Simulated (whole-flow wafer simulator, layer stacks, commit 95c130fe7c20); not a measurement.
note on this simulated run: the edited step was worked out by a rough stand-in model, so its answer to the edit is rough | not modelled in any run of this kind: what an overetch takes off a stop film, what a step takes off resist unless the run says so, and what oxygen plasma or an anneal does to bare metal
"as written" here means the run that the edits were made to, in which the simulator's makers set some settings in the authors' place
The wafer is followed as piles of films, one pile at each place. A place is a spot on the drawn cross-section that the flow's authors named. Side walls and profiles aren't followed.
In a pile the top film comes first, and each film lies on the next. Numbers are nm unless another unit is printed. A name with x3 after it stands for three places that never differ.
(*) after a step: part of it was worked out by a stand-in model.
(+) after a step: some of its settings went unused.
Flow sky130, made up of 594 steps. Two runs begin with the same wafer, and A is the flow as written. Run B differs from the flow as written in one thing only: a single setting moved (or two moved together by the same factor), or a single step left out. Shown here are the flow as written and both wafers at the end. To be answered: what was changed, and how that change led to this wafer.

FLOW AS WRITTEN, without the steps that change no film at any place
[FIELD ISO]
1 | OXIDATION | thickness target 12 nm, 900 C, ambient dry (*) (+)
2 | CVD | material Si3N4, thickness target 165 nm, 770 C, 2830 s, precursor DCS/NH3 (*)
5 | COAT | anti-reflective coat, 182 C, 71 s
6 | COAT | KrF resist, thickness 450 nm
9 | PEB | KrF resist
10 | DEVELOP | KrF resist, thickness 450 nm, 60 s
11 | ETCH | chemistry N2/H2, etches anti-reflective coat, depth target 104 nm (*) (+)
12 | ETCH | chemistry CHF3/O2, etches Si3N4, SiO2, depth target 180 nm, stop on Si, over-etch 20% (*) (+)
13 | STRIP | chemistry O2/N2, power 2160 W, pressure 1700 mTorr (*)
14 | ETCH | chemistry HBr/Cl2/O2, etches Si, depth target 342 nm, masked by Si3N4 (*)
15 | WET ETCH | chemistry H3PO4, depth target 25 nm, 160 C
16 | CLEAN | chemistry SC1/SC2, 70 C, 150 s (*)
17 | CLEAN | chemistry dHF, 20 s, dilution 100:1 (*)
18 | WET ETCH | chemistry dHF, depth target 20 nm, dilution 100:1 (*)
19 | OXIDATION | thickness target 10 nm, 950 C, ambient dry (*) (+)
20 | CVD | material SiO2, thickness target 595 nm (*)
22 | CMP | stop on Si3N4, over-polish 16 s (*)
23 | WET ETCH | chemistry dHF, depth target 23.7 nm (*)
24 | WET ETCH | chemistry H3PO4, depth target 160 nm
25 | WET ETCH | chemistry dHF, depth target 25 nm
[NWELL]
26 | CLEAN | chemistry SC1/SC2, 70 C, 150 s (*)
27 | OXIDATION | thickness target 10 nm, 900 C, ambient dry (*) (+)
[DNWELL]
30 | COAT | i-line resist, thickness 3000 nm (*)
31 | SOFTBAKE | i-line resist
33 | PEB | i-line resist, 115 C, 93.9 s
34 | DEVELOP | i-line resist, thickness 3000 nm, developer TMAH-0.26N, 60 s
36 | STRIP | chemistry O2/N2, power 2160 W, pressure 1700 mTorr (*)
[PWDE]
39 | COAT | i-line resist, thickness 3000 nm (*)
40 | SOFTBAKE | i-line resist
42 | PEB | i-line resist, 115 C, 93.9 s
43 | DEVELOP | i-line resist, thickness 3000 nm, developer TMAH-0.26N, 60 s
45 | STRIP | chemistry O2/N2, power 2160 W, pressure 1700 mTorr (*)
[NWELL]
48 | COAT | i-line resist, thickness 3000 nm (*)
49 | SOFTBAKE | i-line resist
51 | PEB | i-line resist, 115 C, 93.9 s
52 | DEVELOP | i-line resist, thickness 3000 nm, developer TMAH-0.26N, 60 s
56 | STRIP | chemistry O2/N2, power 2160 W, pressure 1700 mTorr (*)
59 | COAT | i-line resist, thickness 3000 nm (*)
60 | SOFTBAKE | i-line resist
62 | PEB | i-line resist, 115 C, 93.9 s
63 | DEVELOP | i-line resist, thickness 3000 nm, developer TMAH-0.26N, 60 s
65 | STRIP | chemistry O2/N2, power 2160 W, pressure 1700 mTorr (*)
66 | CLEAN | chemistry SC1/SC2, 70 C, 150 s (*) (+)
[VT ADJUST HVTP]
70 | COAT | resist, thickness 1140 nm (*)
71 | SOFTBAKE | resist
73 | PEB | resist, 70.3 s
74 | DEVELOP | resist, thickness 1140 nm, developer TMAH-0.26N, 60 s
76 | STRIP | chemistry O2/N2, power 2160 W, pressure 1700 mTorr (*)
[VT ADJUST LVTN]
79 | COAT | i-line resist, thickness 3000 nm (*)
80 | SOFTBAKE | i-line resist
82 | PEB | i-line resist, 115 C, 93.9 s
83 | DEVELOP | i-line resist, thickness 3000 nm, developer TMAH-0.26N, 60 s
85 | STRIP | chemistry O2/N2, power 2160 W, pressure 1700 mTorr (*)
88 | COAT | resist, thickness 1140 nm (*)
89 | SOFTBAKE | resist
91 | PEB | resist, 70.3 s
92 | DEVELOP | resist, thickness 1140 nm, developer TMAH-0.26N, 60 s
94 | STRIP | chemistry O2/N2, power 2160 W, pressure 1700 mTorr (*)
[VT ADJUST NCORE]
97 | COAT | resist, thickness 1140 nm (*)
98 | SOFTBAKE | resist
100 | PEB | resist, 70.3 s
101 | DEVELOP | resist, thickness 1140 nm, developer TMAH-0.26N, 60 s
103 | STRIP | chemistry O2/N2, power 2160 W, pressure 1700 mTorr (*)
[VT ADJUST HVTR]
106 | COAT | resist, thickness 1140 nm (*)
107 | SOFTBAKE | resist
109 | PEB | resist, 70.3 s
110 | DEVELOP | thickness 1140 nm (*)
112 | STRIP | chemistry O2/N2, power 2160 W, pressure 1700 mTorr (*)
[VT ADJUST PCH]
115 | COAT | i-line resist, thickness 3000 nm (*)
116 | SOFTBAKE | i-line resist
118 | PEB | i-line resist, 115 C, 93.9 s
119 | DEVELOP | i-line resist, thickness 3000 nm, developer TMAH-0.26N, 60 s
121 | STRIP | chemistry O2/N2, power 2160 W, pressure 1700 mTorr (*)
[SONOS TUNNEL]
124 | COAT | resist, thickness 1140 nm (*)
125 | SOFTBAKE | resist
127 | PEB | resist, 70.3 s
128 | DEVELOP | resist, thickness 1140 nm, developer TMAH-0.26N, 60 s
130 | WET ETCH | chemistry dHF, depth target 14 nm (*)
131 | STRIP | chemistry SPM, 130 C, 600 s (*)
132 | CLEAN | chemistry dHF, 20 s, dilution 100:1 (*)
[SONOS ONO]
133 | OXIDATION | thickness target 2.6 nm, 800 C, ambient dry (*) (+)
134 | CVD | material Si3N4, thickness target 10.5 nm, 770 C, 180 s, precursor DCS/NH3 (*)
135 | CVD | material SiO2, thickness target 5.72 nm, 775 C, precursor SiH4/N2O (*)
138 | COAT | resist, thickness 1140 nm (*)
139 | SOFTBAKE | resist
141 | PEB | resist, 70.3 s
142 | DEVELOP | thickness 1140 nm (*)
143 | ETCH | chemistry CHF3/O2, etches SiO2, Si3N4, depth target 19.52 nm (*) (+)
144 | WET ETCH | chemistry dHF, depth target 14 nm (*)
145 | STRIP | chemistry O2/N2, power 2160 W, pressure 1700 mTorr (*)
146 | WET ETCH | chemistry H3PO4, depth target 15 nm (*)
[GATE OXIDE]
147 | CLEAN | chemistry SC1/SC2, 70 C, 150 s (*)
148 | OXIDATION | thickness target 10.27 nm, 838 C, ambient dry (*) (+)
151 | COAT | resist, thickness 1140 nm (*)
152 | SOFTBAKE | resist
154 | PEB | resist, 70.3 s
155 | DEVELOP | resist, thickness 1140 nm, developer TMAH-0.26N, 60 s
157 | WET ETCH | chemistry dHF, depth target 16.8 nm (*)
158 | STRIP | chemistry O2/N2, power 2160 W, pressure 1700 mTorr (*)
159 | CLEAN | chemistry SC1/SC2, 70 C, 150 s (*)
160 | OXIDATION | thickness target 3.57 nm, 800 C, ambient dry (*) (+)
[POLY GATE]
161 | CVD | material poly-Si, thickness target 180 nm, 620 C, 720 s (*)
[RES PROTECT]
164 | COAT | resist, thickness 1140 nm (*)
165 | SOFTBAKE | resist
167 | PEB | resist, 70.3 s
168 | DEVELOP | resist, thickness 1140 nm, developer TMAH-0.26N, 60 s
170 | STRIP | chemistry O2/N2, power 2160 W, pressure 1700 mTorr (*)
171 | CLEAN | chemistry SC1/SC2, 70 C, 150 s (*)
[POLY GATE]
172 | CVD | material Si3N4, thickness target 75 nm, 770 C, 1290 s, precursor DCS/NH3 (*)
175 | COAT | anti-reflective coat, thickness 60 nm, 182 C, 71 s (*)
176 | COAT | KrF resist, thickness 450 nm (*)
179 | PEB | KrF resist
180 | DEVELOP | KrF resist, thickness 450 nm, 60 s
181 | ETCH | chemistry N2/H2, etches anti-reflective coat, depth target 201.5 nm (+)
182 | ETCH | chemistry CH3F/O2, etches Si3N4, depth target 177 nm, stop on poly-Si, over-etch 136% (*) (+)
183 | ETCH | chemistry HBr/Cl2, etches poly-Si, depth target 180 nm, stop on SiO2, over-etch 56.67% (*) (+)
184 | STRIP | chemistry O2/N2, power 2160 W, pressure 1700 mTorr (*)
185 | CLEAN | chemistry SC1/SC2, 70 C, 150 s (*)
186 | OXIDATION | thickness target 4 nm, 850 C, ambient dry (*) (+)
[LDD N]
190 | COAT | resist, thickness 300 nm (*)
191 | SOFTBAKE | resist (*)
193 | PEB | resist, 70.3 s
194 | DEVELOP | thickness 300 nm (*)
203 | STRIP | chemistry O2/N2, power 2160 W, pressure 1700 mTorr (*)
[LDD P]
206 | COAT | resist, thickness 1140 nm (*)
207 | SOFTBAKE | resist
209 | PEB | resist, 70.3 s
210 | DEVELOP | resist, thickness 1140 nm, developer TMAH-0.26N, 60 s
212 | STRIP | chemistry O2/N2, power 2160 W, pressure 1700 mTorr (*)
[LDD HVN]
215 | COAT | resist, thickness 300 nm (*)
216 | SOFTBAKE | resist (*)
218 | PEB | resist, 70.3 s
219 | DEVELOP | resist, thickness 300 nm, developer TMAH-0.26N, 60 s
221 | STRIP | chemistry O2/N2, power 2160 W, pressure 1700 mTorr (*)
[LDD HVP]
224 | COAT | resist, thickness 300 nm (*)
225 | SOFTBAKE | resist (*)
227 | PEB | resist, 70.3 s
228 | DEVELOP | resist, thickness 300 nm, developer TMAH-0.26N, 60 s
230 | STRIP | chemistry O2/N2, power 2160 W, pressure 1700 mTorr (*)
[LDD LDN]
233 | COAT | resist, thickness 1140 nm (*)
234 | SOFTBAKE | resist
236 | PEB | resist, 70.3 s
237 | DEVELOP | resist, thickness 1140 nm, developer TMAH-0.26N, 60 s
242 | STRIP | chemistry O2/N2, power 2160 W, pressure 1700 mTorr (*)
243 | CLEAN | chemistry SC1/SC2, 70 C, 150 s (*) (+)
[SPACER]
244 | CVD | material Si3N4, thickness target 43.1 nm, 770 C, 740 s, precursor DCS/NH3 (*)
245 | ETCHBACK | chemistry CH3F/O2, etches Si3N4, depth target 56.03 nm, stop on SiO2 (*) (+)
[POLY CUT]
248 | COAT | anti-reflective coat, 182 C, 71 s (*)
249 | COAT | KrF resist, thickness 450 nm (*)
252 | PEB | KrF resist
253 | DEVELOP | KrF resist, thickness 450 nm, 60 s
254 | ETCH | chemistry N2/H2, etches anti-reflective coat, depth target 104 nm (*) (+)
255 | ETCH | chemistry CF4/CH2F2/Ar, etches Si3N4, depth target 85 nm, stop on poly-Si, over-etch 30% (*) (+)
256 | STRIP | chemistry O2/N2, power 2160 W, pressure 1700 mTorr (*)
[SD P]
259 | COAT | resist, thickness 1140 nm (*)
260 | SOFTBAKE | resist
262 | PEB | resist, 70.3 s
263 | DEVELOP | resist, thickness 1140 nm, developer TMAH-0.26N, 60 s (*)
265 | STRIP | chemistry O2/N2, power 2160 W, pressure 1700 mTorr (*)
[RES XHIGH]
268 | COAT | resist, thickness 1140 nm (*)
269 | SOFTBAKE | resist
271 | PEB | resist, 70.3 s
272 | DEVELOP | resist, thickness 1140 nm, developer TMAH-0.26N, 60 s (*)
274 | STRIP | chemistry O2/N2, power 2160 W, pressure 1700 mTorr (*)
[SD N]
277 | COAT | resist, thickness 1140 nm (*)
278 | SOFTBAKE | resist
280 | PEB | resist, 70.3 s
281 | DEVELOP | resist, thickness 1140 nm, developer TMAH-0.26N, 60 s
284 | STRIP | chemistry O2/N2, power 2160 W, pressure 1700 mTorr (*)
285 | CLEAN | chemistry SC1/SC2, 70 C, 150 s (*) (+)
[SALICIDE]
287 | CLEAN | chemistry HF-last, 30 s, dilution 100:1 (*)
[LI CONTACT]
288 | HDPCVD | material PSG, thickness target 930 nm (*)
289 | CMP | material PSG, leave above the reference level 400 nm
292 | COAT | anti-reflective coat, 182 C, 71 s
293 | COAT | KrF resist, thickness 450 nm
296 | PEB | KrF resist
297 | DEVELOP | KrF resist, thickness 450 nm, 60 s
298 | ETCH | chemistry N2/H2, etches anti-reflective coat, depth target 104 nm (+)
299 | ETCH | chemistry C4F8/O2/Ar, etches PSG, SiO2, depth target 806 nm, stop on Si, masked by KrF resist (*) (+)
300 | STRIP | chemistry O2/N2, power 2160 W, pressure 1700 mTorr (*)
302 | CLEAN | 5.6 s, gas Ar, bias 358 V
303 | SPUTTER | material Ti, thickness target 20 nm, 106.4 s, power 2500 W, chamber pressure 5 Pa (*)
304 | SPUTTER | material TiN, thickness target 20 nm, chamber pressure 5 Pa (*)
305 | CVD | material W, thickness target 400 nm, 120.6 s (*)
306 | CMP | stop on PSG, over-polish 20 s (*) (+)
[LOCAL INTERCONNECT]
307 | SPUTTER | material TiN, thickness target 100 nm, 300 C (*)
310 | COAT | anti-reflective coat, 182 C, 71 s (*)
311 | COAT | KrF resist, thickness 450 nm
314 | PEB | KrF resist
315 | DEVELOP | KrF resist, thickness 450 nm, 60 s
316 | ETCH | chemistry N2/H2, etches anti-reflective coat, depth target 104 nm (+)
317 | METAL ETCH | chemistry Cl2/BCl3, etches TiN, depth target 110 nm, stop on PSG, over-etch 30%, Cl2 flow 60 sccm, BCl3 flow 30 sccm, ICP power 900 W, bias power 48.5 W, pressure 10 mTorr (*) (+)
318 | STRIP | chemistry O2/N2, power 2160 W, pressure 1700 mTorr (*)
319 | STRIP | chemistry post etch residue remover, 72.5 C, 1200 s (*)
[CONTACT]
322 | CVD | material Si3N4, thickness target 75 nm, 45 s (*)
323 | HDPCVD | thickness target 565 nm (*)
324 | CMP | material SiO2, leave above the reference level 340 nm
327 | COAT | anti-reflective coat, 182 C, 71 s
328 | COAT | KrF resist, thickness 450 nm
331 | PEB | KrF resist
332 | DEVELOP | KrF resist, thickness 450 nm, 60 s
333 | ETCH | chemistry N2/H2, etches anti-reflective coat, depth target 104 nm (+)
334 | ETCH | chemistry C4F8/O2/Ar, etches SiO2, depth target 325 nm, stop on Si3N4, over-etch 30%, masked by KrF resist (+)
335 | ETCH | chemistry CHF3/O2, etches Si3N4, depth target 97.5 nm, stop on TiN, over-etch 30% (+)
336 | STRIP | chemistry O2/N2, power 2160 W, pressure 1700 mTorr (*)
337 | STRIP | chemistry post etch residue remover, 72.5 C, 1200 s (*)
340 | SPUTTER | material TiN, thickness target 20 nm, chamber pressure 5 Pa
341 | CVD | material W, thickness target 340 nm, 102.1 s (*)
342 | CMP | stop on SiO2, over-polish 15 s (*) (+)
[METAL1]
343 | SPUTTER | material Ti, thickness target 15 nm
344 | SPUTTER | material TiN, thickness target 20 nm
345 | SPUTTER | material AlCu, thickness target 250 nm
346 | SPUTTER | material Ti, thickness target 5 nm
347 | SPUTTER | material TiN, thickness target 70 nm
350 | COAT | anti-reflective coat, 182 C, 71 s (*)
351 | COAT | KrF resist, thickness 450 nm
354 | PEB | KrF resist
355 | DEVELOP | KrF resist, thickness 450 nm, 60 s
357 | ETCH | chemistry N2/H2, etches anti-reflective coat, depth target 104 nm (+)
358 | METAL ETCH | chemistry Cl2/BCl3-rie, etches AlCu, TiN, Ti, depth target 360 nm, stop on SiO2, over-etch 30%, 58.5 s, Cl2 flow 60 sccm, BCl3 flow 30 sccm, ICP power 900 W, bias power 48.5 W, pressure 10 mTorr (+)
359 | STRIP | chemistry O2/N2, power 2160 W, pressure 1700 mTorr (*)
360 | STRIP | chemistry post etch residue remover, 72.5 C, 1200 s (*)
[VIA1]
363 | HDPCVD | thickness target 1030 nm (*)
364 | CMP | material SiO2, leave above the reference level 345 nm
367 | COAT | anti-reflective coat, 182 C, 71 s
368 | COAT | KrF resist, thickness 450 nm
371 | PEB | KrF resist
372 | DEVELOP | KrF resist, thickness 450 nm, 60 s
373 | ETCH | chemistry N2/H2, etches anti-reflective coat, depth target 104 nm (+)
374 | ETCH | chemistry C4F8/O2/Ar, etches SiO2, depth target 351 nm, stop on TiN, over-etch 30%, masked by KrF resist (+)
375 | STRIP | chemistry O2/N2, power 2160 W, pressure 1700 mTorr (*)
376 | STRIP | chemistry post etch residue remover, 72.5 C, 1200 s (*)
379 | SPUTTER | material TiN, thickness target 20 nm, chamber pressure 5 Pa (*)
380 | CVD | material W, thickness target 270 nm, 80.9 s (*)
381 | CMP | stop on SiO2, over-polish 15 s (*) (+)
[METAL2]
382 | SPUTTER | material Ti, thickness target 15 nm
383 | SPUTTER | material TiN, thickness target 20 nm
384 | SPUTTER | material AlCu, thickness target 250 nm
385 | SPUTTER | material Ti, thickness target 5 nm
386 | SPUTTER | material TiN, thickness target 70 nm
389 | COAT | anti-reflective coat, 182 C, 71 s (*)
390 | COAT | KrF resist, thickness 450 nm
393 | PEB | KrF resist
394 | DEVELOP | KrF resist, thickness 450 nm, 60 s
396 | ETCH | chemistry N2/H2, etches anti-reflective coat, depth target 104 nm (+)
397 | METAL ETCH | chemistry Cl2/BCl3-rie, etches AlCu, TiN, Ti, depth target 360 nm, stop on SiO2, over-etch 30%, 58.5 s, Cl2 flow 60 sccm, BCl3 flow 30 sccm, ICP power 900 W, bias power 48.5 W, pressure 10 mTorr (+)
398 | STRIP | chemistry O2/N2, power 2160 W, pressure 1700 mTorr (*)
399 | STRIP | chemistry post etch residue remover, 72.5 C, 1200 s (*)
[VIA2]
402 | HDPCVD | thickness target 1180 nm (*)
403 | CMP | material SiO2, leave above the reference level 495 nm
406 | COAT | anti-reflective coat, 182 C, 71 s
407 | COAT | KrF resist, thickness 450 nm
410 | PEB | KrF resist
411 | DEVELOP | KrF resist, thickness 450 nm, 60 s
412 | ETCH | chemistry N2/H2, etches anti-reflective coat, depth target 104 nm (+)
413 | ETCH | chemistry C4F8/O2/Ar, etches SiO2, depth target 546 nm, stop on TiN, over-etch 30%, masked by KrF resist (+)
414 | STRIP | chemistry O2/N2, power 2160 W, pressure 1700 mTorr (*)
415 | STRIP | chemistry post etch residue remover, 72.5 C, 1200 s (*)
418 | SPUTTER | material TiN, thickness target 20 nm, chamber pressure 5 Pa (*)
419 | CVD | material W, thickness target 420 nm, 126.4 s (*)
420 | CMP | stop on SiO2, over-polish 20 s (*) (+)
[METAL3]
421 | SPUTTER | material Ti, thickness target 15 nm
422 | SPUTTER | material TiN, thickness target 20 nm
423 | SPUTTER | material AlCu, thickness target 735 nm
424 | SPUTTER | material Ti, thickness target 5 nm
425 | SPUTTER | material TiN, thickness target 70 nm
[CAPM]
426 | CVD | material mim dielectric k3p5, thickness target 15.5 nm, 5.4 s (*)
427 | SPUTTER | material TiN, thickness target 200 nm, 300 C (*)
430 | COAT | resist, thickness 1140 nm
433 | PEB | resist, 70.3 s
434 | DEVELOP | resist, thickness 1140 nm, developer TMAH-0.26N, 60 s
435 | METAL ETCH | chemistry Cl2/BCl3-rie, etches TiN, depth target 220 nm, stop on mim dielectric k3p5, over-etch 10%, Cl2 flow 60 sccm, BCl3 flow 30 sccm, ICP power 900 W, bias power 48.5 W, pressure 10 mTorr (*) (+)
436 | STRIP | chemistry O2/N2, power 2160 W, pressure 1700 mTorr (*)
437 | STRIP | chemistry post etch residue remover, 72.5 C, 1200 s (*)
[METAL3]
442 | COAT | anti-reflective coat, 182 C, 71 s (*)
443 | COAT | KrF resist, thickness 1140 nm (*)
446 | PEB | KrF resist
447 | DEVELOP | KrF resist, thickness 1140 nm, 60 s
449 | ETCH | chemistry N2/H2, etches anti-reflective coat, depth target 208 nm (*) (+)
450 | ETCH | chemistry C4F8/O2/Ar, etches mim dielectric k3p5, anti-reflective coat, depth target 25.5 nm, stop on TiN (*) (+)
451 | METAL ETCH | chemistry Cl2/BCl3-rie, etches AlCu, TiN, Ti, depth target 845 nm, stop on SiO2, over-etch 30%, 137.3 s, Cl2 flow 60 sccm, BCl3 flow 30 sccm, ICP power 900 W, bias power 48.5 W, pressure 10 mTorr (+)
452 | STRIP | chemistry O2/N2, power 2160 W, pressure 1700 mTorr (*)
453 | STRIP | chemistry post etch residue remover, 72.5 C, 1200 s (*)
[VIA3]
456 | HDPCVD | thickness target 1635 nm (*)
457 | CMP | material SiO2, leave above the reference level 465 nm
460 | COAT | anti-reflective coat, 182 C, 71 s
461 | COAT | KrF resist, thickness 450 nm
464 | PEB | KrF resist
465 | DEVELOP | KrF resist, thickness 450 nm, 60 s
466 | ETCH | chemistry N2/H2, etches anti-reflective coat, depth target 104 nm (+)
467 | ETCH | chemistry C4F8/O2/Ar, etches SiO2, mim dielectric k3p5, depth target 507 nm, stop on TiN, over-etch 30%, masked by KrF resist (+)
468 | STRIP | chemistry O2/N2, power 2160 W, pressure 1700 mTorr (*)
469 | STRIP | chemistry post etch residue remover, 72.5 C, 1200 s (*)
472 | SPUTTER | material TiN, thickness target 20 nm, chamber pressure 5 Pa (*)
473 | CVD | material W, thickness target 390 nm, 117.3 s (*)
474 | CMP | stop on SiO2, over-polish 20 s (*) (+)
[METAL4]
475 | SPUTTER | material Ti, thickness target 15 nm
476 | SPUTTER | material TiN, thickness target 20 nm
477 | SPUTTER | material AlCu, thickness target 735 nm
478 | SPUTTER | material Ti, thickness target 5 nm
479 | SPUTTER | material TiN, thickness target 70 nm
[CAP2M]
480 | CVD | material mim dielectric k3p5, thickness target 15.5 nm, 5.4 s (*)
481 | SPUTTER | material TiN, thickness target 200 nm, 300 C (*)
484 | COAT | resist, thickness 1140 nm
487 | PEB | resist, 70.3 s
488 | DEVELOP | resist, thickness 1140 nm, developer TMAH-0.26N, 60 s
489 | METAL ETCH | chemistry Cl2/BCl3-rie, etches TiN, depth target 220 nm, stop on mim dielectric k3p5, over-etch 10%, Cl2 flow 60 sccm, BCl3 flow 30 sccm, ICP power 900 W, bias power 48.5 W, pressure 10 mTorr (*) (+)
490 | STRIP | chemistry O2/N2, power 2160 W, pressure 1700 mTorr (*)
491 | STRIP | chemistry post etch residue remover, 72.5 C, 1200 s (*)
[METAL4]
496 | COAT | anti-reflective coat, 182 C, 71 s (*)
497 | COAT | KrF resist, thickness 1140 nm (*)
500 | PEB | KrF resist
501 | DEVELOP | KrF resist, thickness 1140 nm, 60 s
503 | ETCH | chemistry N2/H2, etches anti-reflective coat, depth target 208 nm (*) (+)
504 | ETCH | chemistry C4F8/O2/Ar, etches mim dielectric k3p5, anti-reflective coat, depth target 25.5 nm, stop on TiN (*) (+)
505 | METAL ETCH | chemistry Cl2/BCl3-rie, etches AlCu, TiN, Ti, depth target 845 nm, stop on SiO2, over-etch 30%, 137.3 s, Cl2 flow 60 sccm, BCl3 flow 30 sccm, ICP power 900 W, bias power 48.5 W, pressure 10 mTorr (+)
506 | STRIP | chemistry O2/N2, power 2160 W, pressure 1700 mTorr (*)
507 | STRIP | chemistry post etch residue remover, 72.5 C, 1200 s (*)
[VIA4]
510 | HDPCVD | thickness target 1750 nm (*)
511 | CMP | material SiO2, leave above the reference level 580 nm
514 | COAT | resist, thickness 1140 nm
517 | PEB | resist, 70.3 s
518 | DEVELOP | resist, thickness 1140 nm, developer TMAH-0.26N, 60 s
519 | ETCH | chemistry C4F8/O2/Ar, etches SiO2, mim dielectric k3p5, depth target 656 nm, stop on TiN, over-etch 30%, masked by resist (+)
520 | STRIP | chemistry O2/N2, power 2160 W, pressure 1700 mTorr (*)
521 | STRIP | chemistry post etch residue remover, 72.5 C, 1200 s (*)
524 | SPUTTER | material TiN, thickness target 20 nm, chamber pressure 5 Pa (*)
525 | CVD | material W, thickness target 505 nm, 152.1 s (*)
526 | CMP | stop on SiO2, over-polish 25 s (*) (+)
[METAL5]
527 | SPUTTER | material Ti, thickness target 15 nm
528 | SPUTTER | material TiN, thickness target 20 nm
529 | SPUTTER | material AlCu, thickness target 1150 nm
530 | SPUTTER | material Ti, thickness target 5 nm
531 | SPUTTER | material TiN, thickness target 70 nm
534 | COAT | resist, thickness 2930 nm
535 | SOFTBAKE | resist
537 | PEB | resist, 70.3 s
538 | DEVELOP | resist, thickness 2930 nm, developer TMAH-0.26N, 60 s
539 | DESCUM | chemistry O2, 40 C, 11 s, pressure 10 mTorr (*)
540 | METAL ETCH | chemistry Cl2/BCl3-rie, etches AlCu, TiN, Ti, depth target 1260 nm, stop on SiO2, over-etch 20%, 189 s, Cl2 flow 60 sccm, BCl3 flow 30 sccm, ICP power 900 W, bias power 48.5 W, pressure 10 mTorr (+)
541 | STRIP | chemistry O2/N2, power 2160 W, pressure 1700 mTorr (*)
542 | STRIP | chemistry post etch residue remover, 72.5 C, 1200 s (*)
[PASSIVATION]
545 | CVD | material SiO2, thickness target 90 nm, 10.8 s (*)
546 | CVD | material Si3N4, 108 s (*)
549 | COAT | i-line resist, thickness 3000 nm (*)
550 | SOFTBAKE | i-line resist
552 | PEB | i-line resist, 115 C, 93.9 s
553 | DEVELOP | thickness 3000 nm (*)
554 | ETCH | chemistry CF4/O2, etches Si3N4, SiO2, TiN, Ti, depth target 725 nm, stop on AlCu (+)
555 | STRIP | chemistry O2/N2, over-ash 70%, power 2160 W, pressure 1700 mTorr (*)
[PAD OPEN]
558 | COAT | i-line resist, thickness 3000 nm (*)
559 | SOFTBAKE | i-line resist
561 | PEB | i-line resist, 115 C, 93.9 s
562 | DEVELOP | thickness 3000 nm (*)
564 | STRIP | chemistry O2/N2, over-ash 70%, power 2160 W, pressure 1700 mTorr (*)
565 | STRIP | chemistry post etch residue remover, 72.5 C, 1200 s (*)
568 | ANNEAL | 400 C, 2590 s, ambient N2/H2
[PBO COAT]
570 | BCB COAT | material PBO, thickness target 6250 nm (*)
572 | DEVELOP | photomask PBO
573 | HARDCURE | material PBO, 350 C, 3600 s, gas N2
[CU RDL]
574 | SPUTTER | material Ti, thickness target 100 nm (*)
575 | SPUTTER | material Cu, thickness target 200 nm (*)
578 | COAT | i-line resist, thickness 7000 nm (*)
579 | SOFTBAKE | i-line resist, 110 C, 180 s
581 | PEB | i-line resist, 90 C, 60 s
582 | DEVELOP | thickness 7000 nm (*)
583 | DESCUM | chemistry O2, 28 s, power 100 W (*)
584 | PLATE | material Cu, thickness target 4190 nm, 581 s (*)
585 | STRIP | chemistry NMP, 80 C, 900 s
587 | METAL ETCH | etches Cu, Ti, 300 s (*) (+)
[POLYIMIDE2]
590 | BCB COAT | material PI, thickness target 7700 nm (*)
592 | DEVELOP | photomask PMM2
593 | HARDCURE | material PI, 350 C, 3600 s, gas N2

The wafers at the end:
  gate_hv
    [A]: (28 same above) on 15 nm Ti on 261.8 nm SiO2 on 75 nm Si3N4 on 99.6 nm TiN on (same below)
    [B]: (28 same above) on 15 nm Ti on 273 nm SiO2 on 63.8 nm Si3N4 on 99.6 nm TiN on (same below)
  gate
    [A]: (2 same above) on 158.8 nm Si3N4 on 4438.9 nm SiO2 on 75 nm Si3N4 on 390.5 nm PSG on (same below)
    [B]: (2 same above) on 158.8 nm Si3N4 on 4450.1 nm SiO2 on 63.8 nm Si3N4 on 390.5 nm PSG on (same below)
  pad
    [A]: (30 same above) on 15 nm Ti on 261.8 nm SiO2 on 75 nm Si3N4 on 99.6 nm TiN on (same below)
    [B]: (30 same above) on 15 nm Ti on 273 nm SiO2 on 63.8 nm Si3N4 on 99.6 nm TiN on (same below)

What caused this: step 322, CVD: thickness target 63.8 nm was run, whereas the flow has thickness target 75 nm; step 322, CVD: 38.2 s was run, where the flow has 45 s.
One can read it off the wafer: gate_hv has Si3N4 63.8, and step 322 as written asks for 75 nm.

How this came from the change, step by step:
  322 | CVD | material Si3N4, thickness target 75 nm, 45 s (*)
      field, active, n_well and 188 more: A Si3N4 gains 75 (new film) | B Si3N4 gains 63.8 (new film)
  324 | CMP | material SiO2, leave above the reference level 340 nm
      n_well, p_well, gate_hv and 93 more: A SiO2 loses 300 | B SiO2 loses 288.8
      field, active, gate and 88 more: A SiO2 loses 200.4 | B SiO2 loses 189.2
      (as well as at 4 more places)
  334 | ETCH | chemistry C4F8/O2/Ar, etches SiO2, depth target 325 nm, stop on Si3N4, over-etch 30%, masked by KrF resist (+)
      poly_licon, ndiff_licon, ndiff_licon_cpp, rpo_hd_licon: A SiO2 loses 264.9 (all of it) | B SiO2 loses 276.1 (all of it)
  335 | ETCH | chemistry CHF3/O2, etches Si3N4, depth target 97.5 nm, stop on TiN, over-etch 30% (+)
      field, active, n_well and 184 more: A KrF resist loses 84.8 | B KrF resist loses 72.1
      poly_licon, ndiff_licon, ndiff_licon_cpp, rpo_hd_licon: A Si3N4 loses 75 (all of it) | B Si3N4 loses 63.8 (all of it)
  336 | STRIP | chemistry O2/N2, power 2160 W, pressure 1700 mTorr (*)
      field, active, n_well and 184 more: A KrF resist loses 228 (all of it), anti-reflective coat loses 80 (all of it) | B KrF resist loses 240.7 (all of it), anti-reflective coat loses 80 (all of it)
